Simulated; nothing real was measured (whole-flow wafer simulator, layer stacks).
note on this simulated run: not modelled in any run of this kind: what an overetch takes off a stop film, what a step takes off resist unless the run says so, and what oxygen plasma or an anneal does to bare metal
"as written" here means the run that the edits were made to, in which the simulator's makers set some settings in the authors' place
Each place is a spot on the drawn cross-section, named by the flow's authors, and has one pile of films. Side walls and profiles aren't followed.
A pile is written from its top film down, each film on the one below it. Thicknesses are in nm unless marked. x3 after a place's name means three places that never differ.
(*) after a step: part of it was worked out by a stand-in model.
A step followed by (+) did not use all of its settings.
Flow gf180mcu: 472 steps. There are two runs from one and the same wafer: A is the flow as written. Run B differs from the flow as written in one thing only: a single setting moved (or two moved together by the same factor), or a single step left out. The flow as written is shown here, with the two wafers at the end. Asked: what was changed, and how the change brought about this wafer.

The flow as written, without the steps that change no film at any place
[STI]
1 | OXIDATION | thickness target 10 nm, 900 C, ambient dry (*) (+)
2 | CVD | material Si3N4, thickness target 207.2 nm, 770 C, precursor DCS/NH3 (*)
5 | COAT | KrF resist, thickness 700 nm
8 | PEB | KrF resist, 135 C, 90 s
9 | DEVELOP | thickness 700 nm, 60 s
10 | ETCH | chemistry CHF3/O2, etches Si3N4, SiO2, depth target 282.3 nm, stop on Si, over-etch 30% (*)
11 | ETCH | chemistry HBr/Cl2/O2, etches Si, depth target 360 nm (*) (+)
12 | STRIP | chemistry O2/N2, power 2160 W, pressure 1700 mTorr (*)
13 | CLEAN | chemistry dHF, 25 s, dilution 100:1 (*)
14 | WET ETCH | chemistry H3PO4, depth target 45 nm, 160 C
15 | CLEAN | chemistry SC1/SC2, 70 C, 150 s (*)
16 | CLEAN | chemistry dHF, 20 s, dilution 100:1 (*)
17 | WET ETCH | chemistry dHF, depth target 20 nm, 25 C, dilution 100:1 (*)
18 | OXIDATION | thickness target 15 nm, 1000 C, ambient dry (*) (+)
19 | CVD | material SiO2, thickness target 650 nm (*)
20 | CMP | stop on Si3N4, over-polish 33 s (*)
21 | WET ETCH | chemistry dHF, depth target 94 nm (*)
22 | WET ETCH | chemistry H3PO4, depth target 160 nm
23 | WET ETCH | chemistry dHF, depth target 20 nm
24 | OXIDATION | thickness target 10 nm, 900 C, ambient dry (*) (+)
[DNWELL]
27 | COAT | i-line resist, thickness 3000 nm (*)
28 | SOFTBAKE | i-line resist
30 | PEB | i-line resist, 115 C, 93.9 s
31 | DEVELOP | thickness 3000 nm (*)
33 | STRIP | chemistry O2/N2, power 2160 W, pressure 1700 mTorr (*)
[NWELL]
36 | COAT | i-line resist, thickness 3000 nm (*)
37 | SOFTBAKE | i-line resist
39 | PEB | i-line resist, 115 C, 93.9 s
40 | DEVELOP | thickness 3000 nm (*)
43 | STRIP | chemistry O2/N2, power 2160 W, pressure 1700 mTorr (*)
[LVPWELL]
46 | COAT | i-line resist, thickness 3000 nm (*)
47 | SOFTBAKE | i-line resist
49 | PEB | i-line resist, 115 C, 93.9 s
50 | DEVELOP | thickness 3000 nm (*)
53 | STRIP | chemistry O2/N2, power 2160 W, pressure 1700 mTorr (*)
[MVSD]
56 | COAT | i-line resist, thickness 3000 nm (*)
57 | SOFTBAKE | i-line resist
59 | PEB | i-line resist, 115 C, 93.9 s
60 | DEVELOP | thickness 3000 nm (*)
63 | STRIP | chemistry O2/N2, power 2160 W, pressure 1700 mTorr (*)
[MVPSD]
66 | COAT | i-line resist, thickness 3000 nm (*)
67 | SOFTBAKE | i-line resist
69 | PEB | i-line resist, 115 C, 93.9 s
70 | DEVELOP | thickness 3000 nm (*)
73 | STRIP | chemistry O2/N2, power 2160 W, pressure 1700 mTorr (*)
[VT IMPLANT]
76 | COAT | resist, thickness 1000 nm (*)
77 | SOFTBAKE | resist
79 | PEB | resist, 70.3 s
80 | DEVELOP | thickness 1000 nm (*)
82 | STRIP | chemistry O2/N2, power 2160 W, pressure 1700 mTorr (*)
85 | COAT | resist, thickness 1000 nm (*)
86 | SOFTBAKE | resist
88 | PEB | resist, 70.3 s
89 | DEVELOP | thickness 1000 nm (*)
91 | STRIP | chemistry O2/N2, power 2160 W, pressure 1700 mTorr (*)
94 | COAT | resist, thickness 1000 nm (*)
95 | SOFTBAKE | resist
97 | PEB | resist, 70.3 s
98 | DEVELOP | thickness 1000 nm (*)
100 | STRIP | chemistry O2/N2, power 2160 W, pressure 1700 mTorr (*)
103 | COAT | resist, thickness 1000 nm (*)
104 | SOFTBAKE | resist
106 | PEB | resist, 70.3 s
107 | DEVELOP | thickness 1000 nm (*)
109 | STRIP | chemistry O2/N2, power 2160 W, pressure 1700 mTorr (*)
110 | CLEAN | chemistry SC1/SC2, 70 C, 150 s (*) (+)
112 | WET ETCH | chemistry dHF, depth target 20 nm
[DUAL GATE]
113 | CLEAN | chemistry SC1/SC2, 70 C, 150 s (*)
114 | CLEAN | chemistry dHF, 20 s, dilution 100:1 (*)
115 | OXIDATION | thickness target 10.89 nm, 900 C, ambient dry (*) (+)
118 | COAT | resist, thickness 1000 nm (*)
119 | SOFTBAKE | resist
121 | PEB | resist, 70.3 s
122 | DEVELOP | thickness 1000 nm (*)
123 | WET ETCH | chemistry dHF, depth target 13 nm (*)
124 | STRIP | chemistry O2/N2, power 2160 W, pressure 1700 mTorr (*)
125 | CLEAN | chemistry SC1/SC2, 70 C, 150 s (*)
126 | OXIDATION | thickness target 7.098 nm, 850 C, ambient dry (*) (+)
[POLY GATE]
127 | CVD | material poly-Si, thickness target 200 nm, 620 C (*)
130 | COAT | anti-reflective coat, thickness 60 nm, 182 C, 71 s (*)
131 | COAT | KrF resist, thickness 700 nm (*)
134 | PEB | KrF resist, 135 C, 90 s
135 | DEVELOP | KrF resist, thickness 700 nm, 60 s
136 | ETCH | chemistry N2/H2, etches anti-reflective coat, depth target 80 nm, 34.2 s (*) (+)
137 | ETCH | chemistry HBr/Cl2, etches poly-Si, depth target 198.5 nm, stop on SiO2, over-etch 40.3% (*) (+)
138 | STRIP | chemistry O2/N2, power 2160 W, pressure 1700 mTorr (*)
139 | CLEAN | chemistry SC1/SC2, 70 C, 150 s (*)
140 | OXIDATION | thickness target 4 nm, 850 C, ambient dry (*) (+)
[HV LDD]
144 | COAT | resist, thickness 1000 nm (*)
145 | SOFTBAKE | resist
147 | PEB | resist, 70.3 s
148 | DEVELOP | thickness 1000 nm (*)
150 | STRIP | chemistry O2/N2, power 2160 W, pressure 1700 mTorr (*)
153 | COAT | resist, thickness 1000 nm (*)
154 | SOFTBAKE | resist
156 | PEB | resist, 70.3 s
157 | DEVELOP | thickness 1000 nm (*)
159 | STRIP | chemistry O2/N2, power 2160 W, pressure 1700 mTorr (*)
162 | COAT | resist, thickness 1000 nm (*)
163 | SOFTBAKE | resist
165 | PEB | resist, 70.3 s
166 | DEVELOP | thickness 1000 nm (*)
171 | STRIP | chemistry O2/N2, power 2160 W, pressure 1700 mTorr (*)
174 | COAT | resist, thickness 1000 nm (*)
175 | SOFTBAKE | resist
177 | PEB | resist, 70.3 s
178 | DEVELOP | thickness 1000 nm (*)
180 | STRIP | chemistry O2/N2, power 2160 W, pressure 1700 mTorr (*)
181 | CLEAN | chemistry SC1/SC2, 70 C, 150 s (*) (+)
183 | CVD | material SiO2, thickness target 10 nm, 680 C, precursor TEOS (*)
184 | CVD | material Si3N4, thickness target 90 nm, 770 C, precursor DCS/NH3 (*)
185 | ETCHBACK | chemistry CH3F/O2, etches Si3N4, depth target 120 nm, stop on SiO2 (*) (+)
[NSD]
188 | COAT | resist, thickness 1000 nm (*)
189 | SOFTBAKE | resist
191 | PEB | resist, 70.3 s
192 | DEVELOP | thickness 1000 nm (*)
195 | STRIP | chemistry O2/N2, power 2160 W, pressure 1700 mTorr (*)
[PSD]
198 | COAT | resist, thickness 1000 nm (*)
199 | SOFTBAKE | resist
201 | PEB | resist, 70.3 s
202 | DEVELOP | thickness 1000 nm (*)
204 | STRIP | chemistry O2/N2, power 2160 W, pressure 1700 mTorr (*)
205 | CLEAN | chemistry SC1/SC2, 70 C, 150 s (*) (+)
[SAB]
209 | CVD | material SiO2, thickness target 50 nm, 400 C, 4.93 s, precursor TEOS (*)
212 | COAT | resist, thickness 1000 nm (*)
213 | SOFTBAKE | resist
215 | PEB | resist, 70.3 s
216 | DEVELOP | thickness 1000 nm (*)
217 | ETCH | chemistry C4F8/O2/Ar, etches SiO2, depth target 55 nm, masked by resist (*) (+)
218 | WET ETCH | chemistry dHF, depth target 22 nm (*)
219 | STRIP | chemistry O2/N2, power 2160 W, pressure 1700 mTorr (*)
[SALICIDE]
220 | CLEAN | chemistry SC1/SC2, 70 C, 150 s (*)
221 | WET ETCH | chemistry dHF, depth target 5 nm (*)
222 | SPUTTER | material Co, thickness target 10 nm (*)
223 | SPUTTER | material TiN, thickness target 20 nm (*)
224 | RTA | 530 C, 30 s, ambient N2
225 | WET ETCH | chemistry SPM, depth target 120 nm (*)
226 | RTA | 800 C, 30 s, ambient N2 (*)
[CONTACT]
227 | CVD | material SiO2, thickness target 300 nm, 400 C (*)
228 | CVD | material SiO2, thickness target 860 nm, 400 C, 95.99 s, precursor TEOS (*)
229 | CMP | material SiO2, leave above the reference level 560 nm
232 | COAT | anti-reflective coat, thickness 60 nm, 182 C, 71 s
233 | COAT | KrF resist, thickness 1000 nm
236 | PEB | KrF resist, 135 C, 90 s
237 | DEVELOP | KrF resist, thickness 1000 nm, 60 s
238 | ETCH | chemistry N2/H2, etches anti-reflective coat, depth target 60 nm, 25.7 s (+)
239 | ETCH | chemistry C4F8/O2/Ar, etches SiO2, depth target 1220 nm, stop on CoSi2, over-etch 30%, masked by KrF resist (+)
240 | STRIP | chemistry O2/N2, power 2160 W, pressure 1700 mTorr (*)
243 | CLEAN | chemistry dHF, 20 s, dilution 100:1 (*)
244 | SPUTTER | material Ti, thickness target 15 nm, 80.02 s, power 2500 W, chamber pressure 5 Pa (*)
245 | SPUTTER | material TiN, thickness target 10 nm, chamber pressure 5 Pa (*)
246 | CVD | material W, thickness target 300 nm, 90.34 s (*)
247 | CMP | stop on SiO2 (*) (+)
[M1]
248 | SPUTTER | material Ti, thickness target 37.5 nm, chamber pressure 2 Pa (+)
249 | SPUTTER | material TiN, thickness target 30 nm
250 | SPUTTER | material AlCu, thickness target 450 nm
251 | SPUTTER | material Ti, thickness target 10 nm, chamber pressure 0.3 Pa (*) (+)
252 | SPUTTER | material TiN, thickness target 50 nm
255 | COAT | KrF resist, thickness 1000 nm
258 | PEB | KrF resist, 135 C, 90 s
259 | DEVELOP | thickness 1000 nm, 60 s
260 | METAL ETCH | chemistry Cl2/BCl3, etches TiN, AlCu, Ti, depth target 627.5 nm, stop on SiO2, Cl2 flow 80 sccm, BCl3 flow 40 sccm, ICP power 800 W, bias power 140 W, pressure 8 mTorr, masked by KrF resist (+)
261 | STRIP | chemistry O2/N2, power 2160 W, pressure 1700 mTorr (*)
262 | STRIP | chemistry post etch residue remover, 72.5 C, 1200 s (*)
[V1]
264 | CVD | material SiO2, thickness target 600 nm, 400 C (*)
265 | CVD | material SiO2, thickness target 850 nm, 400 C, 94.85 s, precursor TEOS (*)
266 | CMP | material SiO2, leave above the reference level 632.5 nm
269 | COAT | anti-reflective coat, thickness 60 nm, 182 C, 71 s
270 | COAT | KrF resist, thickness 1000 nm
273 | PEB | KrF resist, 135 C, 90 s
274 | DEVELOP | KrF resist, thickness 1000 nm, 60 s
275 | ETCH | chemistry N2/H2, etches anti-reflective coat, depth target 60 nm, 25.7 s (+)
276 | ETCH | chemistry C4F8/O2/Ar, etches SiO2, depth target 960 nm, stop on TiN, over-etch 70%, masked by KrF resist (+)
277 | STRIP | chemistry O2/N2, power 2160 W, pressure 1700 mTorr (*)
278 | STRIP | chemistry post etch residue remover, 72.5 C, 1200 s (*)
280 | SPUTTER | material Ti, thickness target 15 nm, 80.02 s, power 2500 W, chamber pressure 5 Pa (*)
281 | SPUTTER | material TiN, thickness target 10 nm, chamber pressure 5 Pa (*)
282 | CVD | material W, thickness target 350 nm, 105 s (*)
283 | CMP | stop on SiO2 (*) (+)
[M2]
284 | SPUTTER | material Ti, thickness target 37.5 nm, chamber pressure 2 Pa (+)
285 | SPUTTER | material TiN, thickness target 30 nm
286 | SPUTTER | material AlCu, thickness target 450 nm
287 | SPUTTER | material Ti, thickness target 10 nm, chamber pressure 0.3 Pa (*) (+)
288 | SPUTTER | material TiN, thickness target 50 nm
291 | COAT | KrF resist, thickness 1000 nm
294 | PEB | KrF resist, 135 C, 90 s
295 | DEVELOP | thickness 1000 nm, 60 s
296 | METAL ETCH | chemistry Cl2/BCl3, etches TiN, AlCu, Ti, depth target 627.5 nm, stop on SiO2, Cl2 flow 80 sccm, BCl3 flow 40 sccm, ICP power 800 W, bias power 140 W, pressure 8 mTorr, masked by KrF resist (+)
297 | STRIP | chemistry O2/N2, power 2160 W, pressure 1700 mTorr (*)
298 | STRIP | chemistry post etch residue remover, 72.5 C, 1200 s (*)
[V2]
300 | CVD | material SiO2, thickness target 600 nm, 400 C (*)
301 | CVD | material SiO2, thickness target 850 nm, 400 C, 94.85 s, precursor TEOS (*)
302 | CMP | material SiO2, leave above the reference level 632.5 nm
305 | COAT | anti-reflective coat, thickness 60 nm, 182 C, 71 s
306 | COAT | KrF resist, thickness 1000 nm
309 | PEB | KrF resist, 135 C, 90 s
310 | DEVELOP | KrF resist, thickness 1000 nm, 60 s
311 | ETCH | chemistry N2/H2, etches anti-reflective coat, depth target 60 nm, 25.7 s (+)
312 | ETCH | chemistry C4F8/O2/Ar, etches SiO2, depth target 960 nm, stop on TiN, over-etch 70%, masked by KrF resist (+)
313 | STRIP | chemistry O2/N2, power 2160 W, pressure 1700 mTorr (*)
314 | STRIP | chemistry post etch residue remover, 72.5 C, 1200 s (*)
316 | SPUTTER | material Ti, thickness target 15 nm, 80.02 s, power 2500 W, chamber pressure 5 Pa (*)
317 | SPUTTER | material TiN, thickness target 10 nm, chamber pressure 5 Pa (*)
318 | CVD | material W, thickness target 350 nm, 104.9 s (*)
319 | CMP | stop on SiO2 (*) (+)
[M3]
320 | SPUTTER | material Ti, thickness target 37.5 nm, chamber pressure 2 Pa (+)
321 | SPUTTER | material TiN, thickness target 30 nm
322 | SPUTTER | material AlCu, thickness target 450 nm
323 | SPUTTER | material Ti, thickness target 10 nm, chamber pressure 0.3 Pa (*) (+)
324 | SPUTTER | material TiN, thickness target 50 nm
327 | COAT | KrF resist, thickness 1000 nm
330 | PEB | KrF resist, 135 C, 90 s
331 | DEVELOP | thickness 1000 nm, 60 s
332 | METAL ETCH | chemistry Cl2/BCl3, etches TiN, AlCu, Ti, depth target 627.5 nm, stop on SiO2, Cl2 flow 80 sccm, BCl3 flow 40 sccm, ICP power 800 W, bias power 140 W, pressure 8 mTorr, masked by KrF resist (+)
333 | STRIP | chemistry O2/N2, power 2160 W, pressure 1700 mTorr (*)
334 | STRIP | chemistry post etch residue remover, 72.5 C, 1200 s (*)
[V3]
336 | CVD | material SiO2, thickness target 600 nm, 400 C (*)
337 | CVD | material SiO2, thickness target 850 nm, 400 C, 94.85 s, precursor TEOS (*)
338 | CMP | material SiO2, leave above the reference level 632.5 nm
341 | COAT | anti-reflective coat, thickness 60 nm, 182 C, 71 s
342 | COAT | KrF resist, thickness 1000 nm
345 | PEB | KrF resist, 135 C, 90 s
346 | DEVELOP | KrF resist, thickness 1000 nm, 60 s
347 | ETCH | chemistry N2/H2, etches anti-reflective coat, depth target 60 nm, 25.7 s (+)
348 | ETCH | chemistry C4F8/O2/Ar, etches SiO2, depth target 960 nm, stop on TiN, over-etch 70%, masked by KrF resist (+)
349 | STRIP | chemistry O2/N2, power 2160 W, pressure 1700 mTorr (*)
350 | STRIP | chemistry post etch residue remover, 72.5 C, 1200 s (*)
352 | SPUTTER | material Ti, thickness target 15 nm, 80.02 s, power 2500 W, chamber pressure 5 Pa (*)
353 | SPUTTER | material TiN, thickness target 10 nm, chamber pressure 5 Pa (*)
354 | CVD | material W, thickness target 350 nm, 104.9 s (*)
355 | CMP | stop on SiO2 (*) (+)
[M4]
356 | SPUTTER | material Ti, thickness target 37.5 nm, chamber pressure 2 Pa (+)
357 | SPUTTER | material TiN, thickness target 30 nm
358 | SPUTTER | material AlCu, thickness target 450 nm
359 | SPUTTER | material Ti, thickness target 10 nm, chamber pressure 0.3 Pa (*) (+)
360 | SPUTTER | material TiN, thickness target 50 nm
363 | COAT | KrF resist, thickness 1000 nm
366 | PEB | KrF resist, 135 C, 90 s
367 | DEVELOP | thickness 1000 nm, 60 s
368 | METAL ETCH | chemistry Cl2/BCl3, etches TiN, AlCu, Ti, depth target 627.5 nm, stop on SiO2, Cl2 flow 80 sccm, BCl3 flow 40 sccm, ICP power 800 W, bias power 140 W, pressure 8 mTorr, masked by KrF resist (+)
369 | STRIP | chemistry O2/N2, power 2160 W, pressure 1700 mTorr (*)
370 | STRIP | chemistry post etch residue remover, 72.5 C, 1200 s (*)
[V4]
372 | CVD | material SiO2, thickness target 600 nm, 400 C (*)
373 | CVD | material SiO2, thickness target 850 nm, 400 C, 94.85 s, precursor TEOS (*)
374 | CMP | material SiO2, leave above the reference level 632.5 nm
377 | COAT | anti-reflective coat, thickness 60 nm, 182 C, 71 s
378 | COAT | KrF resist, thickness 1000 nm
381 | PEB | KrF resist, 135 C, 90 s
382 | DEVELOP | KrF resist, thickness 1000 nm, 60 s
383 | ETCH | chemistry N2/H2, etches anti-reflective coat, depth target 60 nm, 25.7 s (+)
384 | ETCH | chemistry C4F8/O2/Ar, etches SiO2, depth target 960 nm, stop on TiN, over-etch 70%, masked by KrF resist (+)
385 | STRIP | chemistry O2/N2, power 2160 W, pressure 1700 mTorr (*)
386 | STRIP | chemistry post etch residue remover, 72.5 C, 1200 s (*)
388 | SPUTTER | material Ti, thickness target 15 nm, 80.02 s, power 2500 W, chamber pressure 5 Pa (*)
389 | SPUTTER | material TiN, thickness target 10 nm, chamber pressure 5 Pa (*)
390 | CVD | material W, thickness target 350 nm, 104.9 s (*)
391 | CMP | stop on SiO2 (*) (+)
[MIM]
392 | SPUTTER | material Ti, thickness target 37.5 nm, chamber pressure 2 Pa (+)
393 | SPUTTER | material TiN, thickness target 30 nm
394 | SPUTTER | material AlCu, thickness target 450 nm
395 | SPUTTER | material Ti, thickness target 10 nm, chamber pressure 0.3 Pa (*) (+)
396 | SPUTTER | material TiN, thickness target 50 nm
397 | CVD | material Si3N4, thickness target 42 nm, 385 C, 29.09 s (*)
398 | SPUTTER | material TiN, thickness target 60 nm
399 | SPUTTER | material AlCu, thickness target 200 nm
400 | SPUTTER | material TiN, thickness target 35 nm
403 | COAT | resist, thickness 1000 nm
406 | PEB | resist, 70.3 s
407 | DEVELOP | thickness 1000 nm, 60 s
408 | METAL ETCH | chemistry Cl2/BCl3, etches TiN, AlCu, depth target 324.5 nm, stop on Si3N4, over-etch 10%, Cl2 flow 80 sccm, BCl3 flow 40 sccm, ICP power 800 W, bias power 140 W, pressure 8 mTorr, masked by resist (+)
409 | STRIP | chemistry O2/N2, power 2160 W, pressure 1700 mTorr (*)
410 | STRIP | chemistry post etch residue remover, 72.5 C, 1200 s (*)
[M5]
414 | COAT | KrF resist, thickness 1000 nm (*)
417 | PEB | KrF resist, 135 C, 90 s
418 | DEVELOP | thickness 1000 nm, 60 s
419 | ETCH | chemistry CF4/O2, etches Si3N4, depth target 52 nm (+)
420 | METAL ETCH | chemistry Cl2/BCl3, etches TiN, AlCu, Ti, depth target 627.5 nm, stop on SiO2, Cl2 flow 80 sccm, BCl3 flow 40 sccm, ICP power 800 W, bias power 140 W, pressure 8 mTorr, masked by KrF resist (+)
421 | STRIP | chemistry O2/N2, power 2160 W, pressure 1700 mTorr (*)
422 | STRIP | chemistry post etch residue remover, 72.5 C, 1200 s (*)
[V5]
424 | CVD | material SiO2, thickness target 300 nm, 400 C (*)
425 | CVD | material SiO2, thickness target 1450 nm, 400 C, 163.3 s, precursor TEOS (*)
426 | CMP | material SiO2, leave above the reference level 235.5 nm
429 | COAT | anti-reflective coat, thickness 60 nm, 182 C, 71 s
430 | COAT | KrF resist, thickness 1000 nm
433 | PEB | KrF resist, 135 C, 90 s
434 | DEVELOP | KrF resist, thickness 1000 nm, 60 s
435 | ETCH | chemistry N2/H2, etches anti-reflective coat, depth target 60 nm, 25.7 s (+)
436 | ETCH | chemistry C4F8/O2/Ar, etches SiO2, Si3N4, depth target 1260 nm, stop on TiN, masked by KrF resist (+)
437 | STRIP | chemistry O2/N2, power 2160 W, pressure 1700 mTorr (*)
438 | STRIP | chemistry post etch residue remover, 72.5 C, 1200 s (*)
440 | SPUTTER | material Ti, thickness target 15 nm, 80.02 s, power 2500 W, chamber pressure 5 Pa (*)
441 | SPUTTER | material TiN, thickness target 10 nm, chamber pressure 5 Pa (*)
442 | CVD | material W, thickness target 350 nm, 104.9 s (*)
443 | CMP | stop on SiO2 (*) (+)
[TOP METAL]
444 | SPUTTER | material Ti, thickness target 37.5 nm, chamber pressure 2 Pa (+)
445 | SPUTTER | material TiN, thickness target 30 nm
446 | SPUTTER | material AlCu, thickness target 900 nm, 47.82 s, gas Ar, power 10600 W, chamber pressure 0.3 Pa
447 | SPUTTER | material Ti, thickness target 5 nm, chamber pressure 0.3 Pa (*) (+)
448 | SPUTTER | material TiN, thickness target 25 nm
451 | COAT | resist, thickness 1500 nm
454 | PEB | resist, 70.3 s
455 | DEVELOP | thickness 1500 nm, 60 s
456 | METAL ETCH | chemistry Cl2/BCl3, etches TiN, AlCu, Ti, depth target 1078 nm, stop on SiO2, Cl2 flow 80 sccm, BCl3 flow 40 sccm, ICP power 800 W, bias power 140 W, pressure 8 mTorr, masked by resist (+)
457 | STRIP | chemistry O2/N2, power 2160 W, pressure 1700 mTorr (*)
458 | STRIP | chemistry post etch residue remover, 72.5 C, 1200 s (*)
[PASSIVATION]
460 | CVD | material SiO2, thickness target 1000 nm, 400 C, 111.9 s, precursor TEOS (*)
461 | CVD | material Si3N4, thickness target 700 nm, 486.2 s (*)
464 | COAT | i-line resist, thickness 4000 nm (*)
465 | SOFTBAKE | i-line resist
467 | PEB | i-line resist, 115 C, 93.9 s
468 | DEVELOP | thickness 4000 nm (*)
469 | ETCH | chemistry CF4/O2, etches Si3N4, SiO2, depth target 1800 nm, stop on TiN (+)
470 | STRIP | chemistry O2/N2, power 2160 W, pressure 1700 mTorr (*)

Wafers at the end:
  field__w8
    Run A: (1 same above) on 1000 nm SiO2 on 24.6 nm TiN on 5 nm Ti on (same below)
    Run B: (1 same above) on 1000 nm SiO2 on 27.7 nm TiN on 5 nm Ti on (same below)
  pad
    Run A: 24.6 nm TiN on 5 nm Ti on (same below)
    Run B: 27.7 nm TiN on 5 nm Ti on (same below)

What caused this: step 448, SPUTTER: thickness target 28.1 nm was run, while the flow as written has thickness target 25 nm.

The path from the change to this, step by step:
  448 | SPUTTER | material TiN, thickness target 25 nm
      field, field__w1, field__w2 and 109 more: A +25 TiN (new film) | B +28.1 TiN (new film)
  456 | METAL ETCH | chemistry Cl2/BCl3, etches TiN, AlCu, Ti, depth target 1078 nm, stop on SiO2, Cl2 flow 80 sccm, BCl3 flow 40 sccm, ICP power 800 W, bias power 140 W, pressure 8 mTorr, masked by resist (+)
      field, field__w1, field__w2 and 103 more: A -25 TiN (all of it), -5 Ti (all of it), -900 AlCu (all of it), -30 TiN (all of it), -37.5 Ti (all of it) | B -28.1 TiN (all of it), -5 Ti (all of it), -900 AlCu (all of it), -30 TiN (all of it), -37.5 Ti (all of it)
  465 | SOFTBAKE | i-line resist
      gate: A +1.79 i-line resist | B -0.34 i-line resist
      ld_acc_p, ld_fp_p, ld_drift_p: A +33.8 i-line resist | B +27 i-line resist
      (and at 57 other places as well)
